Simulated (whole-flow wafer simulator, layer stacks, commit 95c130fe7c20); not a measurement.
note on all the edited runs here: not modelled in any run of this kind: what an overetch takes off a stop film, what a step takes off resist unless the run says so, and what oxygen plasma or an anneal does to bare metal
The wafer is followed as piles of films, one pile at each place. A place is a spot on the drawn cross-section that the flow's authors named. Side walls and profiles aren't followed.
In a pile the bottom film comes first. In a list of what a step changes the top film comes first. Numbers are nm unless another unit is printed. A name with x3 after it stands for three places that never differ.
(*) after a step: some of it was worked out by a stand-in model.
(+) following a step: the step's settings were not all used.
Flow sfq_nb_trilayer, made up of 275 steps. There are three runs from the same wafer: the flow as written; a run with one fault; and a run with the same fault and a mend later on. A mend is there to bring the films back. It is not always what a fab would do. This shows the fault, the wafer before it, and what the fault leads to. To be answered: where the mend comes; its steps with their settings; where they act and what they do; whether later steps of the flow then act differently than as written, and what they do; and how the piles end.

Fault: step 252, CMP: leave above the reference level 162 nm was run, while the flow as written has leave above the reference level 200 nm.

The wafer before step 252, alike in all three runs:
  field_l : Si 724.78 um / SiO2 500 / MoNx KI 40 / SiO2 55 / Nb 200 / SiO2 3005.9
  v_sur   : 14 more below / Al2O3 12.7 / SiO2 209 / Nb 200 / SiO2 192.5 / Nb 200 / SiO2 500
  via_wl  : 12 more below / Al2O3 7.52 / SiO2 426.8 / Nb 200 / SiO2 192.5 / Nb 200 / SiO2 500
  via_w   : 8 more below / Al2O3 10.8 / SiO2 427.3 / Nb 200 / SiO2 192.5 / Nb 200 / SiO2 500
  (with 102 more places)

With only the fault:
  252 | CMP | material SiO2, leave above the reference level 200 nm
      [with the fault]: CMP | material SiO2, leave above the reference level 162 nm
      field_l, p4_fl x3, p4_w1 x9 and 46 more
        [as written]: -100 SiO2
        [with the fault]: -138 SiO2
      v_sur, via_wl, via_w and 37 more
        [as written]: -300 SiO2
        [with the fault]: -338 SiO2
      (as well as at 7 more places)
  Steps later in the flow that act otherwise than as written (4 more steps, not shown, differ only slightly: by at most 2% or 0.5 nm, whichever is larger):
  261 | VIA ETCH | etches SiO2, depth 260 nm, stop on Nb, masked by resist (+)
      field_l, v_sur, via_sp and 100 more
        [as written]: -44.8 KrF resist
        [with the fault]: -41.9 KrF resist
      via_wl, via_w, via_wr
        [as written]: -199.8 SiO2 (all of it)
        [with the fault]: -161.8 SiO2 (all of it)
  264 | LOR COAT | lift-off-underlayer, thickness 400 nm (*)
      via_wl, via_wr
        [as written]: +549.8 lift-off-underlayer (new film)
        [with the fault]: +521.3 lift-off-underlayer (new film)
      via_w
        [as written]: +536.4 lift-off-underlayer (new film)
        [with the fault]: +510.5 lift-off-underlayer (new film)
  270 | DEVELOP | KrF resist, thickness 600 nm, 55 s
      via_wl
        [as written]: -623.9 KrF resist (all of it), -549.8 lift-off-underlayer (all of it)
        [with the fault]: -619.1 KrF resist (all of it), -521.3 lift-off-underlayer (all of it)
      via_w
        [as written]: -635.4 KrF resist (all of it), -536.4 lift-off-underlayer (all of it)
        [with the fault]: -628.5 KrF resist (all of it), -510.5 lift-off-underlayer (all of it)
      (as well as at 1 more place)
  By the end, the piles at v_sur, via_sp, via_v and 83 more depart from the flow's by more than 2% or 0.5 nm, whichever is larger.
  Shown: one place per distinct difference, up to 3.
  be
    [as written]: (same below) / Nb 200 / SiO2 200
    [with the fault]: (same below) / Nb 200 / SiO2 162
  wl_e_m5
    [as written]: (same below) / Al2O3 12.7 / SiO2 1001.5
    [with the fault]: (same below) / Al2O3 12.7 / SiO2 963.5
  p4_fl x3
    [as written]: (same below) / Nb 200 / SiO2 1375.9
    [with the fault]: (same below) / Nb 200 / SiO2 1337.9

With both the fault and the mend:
  After step 259 comes the mend.
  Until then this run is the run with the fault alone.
  259a | STRIP | over-ash 65%, gas O2, power 200 W (*)
      field_l, v_sur, via_sp and 100 more
        -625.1 KrF resist (all of it), -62 anti-reflective coat (all of it)
      via_wl, via_w, via_wr
        -62 anti-reflective coat (all of it)
  259b | PECVD | material SiO2, thickness 38 nm, 150 C, 8.444 s, RF power 183.3 W, pressure 2.4 Torr, precursor SiH4/N2O (the flow's step 251 again, with other settings)
      field_l, v_sur, via_wl and 103 more
        +38 SiO2
  259c | COAT | anti-reflective coat, thickness 62 nm (the flow's step 254 again)
      field_l, v_sur, via_wl and 103 more
        +62 anti-reflective coat (new film)
  259d | COAT | KrF resist, thickness 650 nm (the flow's step 255 again)
      field_l, v_sur, via_wl and 103 more
        +650 KrF resist (new film)
  259e | SOFTBAKE | KrF resist (the flow's step 256 again)
      does not change any film at any place that is followed
  259f | EXPOSE | photomask I7, dose 11.93 mJ/cm2, NA 0.6, wavelength 248 nm (*) (the flow's step 257 again)
      does not change any film at any place that is followed
  259g | PEB | KrF resist, 90 s (the flow's step 258 again)
      field_l, v_sur, via_wl and 103 more
        -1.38 KrF resist
  259h | DEVELOP | KrF resist, thickness 650 nm, 60 s (the flow's step 259 again)
      field_l, v_sur, via_sp and 100 more
        -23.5 KrF resist
      via_wl, via_w, via_wr
        -648.6 KrF resist (all of it)
  Later steps of the flow that are run all act as written at every place that is followed.
  At every place that both follow, the piles at the end match the flow's.
